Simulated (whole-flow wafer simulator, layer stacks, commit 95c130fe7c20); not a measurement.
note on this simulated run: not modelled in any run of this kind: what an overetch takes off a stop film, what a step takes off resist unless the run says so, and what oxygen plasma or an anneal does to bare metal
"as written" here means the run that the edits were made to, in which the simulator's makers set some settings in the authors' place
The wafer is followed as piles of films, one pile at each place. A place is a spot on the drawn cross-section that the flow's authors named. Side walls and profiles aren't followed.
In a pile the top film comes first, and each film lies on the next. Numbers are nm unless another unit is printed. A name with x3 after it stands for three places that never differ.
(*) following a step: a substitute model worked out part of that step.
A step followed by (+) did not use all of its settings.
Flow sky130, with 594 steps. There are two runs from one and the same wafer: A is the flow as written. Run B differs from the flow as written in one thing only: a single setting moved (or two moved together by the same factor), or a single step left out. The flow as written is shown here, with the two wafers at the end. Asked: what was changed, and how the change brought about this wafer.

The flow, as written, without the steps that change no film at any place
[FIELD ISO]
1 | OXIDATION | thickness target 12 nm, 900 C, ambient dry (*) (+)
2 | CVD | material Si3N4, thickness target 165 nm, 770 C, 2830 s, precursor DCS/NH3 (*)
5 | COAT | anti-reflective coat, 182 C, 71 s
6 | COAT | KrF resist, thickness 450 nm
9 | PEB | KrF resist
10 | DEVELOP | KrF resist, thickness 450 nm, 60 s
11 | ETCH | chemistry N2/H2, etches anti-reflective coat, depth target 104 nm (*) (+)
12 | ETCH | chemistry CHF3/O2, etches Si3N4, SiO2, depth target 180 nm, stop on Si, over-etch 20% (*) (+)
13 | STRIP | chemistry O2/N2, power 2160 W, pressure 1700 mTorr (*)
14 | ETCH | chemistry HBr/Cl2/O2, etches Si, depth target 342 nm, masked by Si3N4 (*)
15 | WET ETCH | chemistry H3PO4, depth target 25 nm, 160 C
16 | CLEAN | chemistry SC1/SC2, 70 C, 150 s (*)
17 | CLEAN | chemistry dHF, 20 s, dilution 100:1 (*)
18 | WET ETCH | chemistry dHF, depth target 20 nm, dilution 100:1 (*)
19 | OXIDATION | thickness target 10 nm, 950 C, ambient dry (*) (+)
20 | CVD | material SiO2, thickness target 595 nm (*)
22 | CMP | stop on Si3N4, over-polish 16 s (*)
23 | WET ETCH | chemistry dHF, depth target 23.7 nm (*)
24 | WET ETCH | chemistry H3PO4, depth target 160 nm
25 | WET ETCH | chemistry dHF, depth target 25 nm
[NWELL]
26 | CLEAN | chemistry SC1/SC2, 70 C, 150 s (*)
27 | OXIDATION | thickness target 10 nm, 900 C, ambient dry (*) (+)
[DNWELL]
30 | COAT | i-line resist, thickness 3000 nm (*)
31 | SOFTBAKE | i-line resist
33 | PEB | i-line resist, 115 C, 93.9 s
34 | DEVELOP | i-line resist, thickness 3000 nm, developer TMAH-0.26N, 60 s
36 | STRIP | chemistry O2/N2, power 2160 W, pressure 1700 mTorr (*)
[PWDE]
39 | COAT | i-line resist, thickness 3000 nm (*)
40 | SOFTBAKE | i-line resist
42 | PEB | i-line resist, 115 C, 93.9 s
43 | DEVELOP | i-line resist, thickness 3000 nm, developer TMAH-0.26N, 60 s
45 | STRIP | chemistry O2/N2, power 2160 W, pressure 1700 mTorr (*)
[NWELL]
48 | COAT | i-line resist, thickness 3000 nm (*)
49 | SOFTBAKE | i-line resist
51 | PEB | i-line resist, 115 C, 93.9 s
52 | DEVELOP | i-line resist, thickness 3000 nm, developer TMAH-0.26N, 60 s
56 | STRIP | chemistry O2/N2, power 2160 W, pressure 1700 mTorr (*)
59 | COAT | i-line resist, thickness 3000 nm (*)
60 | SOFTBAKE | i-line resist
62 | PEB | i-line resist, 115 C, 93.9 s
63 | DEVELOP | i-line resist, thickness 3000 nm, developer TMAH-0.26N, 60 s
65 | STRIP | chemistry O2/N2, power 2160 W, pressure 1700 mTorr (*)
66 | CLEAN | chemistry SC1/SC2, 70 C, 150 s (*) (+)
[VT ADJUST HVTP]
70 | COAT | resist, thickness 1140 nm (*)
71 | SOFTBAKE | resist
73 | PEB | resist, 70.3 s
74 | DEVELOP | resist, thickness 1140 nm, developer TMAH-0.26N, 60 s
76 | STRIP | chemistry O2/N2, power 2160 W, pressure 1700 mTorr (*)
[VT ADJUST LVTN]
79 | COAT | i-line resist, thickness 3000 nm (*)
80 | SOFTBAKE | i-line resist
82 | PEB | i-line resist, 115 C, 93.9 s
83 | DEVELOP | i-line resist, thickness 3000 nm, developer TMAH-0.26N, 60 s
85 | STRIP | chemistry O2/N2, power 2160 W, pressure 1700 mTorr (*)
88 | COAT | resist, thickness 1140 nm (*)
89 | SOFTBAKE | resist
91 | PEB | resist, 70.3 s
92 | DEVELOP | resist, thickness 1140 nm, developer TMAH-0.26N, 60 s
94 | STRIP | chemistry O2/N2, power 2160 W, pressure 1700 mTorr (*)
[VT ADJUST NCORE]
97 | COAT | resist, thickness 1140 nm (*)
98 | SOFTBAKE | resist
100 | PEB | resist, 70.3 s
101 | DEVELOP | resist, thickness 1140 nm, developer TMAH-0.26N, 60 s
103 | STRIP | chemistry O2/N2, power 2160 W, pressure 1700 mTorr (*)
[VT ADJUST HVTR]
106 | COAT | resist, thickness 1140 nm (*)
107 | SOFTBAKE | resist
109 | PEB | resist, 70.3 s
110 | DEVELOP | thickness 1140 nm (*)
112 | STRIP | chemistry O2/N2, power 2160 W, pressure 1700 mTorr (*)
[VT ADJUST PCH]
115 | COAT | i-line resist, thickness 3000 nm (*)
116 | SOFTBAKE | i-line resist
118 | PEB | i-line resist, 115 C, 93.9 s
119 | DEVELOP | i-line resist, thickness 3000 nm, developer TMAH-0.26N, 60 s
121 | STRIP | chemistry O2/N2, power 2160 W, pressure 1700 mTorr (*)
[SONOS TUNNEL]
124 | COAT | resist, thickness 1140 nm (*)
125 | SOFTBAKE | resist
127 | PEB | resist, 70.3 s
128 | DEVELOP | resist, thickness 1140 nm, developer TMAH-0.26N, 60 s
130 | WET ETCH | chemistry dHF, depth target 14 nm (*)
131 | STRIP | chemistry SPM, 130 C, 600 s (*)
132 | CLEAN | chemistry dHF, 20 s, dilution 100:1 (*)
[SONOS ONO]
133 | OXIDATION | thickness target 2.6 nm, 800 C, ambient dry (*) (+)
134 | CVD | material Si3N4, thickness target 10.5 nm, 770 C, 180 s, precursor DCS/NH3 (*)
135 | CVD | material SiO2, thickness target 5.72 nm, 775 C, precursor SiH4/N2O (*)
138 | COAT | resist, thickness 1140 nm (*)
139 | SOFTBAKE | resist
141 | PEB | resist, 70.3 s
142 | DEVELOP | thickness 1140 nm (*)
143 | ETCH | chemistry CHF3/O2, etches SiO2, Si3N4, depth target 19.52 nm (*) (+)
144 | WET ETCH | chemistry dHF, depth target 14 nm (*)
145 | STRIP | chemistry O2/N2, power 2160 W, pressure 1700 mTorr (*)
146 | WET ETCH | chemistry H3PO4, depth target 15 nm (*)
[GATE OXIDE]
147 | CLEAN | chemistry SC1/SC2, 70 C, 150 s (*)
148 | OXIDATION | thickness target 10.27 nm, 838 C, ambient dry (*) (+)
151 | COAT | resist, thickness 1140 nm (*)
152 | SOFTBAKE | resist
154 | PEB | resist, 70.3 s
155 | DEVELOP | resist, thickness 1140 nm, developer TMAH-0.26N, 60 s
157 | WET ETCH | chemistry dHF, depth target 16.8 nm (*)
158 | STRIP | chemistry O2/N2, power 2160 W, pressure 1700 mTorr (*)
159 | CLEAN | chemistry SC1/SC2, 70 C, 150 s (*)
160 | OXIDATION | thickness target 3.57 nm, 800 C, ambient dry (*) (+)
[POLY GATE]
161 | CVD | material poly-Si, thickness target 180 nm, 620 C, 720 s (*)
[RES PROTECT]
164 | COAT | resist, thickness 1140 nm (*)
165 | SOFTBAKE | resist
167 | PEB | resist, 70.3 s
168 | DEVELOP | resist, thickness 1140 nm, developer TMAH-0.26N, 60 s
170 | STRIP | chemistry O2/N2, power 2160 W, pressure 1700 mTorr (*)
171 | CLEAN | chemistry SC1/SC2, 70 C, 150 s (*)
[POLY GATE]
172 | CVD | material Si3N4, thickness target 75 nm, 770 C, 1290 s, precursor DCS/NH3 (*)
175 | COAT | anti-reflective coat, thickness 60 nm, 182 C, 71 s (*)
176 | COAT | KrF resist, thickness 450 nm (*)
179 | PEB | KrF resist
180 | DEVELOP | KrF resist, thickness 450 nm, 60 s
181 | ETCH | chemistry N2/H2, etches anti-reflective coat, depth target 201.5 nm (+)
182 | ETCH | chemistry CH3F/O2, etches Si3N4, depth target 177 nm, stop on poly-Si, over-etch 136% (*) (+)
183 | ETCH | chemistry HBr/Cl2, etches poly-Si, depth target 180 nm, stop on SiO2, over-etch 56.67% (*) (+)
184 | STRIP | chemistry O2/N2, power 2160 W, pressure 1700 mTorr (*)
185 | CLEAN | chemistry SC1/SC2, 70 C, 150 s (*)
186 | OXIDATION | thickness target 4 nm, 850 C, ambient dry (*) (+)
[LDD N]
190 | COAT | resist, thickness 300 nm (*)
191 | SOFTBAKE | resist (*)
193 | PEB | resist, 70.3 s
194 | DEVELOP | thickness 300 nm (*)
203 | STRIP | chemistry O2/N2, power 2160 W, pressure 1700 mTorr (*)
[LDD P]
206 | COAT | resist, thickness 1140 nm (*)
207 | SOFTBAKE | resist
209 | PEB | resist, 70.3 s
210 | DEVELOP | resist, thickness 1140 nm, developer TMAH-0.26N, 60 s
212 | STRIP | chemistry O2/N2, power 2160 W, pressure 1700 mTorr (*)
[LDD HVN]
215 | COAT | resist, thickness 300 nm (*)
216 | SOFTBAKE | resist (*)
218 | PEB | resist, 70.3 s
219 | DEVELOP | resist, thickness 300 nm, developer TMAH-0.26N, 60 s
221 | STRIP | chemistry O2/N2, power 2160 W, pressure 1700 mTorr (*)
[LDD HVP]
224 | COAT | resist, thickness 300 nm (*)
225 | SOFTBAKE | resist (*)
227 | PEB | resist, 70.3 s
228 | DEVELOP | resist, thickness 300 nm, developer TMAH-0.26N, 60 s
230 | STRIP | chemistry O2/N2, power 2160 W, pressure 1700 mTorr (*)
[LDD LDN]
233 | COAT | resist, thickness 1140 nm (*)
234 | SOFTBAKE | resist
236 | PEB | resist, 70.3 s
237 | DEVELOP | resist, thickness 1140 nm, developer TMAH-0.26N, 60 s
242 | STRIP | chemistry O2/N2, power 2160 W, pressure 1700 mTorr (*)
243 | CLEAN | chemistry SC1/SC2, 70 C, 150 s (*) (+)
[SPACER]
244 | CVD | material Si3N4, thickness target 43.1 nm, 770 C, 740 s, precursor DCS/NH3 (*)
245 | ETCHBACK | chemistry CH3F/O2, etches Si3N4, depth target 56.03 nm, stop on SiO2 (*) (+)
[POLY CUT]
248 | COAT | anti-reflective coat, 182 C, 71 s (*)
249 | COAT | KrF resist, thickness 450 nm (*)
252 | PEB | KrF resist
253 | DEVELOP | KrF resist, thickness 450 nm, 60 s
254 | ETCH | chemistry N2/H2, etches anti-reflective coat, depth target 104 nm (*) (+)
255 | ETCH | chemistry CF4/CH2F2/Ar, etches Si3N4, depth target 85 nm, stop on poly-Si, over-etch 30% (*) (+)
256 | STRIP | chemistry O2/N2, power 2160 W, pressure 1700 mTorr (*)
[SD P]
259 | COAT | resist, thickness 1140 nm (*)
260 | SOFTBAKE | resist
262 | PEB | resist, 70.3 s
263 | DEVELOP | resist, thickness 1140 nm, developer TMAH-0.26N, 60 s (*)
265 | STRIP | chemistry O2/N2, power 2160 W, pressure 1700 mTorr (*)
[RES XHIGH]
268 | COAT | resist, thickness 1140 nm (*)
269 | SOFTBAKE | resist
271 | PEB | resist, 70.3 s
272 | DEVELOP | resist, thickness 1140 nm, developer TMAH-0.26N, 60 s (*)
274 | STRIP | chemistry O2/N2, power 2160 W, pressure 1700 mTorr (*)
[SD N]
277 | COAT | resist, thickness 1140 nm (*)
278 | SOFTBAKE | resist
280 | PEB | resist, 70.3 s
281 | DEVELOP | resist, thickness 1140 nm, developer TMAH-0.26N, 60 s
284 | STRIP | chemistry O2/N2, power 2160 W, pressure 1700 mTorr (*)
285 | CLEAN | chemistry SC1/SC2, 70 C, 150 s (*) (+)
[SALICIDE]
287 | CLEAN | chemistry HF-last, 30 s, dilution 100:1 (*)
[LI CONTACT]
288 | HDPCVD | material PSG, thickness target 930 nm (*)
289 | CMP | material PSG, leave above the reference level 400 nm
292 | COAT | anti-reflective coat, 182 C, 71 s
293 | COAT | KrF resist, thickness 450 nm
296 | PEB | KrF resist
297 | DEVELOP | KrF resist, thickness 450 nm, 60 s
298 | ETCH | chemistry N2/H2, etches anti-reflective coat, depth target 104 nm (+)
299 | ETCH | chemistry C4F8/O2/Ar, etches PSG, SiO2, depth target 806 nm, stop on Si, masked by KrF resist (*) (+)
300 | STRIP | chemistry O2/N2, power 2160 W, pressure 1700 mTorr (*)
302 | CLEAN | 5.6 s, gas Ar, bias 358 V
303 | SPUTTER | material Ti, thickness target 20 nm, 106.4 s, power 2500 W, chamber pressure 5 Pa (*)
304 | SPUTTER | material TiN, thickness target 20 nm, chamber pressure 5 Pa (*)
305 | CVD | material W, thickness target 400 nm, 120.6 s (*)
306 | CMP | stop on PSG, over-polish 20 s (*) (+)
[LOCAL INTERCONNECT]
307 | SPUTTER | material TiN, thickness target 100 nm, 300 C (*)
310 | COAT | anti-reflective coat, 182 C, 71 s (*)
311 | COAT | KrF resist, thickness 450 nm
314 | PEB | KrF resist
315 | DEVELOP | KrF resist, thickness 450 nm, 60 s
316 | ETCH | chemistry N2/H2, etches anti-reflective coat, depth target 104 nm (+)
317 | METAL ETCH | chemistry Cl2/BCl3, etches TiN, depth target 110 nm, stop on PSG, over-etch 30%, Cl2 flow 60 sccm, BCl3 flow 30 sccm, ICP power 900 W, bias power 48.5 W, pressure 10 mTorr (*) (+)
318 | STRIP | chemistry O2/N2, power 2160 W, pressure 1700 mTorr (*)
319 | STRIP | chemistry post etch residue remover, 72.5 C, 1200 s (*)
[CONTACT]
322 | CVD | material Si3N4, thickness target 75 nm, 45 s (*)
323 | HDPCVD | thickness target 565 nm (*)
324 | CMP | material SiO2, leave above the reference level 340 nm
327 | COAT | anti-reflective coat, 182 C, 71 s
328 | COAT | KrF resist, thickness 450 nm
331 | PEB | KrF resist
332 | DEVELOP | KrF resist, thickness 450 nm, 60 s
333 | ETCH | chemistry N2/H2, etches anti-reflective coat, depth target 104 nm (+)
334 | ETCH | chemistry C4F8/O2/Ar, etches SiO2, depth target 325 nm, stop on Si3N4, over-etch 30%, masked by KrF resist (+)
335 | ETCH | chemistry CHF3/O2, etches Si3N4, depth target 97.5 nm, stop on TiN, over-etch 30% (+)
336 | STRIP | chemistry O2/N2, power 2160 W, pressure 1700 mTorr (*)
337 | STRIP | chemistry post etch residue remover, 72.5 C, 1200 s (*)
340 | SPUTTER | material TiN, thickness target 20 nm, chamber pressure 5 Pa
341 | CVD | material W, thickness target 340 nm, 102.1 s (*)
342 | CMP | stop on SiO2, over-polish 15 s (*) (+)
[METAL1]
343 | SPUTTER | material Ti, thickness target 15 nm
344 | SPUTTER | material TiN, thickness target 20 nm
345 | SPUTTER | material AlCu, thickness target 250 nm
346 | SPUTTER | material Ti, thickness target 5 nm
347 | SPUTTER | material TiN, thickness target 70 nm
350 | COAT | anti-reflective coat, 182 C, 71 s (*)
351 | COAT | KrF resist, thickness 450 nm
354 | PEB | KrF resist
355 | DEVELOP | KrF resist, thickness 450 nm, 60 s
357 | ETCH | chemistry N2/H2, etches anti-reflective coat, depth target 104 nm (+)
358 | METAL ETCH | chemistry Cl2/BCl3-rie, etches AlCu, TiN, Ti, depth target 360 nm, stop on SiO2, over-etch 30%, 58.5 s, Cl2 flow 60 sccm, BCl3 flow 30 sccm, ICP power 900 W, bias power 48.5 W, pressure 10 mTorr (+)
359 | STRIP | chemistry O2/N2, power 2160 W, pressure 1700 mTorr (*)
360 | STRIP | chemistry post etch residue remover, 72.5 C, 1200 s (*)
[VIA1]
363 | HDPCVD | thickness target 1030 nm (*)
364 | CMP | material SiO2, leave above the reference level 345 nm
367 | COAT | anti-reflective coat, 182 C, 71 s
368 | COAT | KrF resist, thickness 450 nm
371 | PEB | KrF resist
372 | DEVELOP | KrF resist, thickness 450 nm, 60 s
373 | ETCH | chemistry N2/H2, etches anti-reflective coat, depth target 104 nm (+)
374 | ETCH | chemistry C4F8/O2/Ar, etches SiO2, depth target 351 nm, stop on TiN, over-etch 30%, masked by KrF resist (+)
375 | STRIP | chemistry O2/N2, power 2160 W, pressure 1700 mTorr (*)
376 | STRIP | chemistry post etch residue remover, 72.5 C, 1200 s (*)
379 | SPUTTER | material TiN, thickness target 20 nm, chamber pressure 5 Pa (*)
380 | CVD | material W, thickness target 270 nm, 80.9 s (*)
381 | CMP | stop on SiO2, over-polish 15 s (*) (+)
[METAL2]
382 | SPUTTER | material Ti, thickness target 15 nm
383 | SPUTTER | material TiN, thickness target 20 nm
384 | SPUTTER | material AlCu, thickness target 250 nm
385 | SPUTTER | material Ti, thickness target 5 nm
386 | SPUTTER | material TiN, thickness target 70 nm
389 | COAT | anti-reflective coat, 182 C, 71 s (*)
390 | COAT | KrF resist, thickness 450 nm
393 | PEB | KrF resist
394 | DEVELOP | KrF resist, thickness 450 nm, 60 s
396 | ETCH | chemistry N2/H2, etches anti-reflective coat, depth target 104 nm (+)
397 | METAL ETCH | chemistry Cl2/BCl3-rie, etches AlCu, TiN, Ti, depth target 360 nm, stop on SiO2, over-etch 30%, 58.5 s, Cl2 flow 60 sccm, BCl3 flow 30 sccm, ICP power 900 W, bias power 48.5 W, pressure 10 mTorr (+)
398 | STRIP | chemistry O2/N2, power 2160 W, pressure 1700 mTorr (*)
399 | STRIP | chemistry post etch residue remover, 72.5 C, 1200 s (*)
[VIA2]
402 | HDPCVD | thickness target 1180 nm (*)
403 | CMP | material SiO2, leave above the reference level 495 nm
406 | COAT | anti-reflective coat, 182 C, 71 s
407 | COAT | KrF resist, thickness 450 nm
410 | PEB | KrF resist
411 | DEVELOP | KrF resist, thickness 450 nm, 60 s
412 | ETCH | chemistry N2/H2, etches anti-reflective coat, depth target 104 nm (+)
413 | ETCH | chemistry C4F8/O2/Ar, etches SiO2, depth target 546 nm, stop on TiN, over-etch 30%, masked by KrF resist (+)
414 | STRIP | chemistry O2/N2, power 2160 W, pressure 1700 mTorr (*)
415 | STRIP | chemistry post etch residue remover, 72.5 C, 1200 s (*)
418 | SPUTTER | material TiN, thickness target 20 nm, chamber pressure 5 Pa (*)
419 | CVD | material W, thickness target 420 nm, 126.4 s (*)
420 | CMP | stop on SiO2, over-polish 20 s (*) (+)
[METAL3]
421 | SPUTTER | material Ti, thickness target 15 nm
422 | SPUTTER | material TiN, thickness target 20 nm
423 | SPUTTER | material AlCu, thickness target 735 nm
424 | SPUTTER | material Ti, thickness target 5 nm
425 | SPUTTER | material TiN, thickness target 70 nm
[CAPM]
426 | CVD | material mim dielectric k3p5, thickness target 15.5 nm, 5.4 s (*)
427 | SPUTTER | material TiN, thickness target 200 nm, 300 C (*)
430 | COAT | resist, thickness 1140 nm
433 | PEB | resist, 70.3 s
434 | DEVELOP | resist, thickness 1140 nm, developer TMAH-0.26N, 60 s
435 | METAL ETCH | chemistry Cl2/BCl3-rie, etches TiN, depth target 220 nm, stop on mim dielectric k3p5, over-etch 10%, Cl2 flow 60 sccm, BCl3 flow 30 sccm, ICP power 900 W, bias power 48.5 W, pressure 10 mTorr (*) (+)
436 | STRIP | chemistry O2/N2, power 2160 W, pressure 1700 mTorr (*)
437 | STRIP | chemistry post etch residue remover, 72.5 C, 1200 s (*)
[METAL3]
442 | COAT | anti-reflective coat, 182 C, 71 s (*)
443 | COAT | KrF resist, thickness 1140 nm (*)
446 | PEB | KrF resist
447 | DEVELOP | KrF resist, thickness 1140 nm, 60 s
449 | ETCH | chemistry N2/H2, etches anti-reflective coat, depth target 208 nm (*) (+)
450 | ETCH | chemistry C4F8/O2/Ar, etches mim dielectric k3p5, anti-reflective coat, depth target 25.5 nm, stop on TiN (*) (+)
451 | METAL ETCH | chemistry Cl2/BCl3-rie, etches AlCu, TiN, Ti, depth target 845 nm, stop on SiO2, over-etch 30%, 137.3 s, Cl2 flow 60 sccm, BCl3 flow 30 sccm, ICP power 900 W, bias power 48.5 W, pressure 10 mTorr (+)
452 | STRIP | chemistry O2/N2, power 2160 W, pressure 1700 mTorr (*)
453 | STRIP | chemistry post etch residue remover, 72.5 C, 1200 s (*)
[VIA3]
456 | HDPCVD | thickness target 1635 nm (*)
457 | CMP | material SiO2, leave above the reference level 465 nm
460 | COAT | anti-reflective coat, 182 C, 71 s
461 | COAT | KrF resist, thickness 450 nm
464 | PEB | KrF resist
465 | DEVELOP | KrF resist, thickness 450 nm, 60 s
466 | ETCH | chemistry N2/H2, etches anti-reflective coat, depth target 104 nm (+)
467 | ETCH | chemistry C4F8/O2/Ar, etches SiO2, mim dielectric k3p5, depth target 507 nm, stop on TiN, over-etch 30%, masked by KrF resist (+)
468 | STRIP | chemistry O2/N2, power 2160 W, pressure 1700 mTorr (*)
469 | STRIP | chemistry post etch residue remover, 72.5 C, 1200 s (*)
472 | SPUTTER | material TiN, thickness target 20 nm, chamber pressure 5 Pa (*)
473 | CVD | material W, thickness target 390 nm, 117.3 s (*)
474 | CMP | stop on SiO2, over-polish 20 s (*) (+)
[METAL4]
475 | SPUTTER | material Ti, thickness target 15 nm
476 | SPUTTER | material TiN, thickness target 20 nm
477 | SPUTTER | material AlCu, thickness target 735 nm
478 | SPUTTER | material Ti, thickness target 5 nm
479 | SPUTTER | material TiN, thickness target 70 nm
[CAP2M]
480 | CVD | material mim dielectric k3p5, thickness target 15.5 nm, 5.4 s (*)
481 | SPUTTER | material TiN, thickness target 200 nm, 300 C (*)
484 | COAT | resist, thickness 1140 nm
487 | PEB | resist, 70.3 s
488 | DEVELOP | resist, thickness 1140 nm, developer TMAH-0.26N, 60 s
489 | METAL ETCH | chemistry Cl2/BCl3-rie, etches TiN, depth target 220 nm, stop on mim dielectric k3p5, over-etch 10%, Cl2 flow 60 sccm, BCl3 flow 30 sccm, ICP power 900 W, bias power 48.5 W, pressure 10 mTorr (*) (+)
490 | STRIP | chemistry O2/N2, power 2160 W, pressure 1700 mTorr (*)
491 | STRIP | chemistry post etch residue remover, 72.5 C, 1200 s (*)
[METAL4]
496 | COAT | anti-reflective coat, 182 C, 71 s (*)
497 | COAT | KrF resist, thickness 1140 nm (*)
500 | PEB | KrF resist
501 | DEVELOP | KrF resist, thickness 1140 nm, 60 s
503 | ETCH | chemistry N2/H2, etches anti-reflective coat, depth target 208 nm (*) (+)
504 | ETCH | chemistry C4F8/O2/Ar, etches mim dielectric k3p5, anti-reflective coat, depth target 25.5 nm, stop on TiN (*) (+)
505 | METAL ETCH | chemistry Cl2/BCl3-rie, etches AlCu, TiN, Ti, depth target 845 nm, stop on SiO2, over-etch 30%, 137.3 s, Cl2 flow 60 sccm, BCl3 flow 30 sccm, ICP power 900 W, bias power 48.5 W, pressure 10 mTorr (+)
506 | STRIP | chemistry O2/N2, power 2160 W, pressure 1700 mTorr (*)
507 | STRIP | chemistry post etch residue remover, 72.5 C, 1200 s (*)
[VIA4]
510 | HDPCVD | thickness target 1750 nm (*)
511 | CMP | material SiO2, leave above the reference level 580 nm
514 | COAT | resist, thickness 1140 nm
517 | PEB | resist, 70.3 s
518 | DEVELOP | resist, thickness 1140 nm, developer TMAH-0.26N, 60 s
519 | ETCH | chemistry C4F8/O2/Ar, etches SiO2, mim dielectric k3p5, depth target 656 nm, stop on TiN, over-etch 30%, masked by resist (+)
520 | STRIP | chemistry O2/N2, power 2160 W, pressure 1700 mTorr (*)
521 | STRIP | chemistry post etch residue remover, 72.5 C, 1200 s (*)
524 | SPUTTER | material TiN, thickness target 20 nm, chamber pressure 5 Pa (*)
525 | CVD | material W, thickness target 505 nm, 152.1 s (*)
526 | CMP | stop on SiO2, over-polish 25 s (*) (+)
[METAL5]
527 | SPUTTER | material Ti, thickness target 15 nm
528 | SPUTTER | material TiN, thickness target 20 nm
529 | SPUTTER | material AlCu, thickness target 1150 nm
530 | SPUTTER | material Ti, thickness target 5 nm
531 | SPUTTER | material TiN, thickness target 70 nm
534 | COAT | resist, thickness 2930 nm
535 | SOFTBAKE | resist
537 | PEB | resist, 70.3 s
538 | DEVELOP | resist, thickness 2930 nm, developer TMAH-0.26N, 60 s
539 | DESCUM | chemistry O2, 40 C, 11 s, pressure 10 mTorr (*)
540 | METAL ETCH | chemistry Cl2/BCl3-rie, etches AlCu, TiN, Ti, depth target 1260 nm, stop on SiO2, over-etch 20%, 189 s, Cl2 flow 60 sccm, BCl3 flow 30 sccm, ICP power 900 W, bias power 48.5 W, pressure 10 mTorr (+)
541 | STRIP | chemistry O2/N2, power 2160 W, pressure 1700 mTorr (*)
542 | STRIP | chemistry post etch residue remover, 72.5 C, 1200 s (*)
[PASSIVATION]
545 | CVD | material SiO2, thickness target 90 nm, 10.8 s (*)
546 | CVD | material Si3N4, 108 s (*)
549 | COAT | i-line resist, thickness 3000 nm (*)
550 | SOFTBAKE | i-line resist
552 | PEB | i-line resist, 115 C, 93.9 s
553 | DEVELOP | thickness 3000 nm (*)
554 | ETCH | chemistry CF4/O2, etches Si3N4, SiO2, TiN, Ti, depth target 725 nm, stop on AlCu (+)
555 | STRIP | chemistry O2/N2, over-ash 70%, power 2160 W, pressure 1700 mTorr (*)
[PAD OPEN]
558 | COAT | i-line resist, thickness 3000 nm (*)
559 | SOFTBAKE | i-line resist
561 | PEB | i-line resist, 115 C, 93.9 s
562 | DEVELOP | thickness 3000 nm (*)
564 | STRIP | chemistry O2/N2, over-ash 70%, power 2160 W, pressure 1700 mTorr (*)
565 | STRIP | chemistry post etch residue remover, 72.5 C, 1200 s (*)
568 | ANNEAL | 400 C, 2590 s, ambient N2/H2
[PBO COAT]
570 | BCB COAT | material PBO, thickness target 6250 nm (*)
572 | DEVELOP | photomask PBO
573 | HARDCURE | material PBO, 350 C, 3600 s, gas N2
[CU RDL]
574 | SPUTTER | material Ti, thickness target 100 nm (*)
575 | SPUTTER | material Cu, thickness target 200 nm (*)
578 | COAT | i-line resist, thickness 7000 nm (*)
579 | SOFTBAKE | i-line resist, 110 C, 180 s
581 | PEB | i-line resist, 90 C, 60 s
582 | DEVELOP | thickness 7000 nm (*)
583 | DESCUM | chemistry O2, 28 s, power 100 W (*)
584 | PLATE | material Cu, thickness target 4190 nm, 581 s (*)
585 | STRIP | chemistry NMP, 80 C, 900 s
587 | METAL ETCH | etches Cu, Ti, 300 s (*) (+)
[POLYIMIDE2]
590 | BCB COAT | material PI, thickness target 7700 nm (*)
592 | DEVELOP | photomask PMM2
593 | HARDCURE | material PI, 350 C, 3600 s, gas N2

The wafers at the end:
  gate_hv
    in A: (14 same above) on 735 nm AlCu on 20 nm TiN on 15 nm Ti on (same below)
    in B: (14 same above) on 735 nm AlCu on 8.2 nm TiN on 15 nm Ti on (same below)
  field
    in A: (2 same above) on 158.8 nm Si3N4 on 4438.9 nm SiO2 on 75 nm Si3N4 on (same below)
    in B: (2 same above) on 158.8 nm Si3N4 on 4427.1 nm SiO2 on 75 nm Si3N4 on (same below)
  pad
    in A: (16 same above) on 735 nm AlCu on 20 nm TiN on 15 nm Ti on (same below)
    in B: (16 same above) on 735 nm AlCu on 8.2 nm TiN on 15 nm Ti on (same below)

The reason: step 422, SPUTTER: thickness target 8.2 nm was run, while the flow as written has thickness target 20 nm.
The wafer itself shows it: gate_hv has TiN 8.2, and step 422 as written asks for 20 nm.

How this came from the change, step by step:
  422 | SPUTTER | material TiN, thickness target 20 nm
      field, active, n_well and 188 more: A +20 TiN (new film) | B +8.2 TiN (new film)
  451 | METAL ETCH | chemistry Cl2/BCl3-rie, etches AlCu, TiN, Ti, depth target 845 nm, stop on SiO2, over-etch 30%, 137.3 s, Cl2 flow 60 sccm, BCl3 flow 30 sccm, ICP power 900 W, bias power 48.5 W, pressure 10 mTorr (+)
      field, gate, spacer and 68 more: A -70 TiN (all of it), -5 Ti (all of it), -735 AlCu (all of it), -20 TiN (all of it), -15 Ti (all of it), -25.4 SiO2 | B -70 TiN (all of it), -5 Ti (all of it), -735 AlCu (all of it), -8.2 TiN (all of it), -15 Ti (all of it), -26.5 SiO2
      active, vpp_ln, vpp_iso2 and 11 more: A -70 TiN (all of it), -5 Ti (all of it), -735 AlCu (all of it), -20 TiN (all of it), -15 Ti (all of it), -25.3 SiO2 | B -70 TiN (all of it), -5 Ti (all of it), -735 AlCu (all of it), -8.2 TiN (all of it), -15 Ti (all of it), -26.5 SiO2
  457 | CMP | material SiO2, leave above the reference level 465 nm
      field, active, gate and 82 more: A -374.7 SiO2 | B -385.3 SiO2
